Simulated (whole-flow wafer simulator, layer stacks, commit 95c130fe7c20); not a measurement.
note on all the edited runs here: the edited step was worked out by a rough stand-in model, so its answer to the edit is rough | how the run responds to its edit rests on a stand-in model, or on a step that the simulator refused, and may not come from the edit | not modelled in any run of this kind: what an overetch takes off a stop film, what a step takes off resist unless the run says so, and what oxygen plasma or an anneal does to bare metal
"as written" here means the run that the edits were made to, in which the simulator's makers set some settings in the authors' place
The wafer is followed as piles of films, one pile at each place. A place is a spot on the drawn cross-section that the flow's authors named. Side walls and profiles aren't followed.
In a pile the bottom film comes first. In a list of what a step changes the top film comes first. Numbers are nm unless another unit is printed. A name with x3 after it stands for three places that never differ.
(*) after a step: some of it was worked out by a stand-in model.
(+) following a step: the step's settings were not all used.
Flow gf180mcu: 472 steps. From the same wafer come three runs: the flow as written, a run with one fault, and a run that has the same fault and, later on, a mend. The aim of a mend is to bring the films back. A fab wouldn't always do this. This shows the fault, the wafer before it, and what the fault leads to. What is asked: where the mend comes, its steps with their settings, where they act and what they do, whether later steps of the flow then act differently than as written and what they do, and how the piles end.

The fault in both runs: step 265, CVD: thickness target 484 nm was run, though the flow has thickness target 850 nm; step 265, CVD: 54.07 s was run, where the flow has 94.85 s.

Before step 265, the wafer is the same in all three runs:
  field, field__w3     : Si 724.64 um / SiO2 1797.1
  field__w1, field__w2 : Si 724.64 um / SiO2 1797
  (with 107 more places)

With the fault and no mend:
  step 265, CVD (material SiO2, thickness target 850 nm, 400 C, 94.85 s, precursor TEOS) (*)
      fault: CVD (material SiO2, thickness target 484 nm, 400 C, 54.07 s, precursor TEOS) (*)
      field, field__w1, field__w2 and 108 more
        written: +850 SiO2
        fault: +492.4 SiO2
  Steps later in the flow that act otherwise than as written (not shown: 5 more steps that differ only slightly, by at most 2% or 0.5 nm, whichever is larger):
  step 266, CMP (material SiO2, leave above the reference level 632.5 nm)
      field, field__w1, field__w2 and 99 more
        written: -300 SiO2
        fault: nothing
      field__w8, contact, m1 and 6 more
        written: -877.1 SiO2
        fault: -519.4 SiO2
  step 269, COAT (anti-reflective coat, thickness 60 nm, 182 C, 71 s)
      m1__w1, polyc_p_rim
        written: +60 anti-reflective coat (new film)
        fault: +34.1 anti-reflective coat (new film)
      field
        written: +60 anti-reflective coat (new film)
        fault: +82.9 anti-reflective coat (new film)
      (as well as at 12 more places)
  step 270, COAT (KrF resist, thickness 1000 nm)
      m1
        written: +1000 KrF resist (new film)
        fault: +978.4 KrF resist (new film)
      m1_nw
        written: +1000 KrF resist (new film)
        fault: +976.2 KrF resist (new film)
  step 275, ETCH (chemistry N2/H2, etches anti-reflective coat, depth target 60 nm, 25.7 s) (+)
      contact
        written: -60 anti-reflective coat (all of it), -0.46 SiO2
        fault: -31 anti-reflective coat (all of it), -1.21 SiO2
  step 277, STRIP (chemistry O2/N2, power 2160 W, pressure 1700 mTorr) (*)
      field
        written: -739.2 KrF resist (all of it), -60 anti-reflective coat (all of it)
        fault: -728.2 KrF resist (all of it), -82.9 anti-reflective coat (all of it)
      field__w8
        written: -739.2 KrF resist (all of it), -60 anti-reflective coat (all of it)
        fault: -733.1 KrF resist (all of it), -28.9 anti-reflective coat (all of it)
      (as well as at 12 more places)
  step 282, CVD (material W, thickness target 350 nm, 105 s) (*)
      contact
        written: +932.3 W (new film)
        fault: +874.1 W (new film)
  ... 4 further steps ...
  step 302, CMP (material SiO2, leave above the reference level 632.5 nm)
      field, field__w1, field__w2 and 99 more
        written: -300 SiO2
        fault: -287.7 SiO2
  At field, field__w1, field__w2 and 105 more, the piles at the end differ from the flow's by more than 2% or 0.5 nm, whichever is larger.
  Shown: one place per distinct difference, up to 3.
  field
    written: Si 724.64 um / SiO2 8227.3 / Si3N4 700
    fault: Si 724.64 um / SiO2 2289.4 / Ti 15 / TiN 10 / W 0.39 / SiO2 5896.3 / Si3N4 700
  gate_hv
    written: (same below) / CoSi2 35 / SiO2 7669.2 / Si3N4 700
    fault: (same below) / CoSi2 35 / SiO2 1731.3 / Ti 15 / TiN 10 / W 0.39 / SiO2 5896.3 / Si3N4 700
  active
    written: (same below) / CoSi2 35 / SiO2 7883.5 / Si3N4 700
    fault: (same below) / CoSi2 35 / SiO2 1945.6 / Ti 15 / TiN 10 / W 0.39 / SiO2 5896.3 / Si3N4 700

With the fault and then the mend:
  The mend follows step 265.
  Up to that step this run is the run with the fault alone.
  step 265a, CVD (material SiO2, thickness target 366 nm, 400 C, 40.84 s, precursor TEOS) (*) (the flow's step 265, run once more with other settings)
      field, field__w1, field__w2 and 108 more
        +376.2 SiO2
  Steps later in the flow that act otherwise than as written:
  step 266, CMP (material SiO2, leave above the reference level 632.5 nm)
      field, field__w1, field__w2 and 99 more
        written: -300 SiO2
        mend: -318.5 SiO2
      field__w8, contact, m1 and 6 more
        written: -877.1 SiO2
        mend: -895.6 SiO2
  By the end, the piles equal the flow's at every place that both follow.
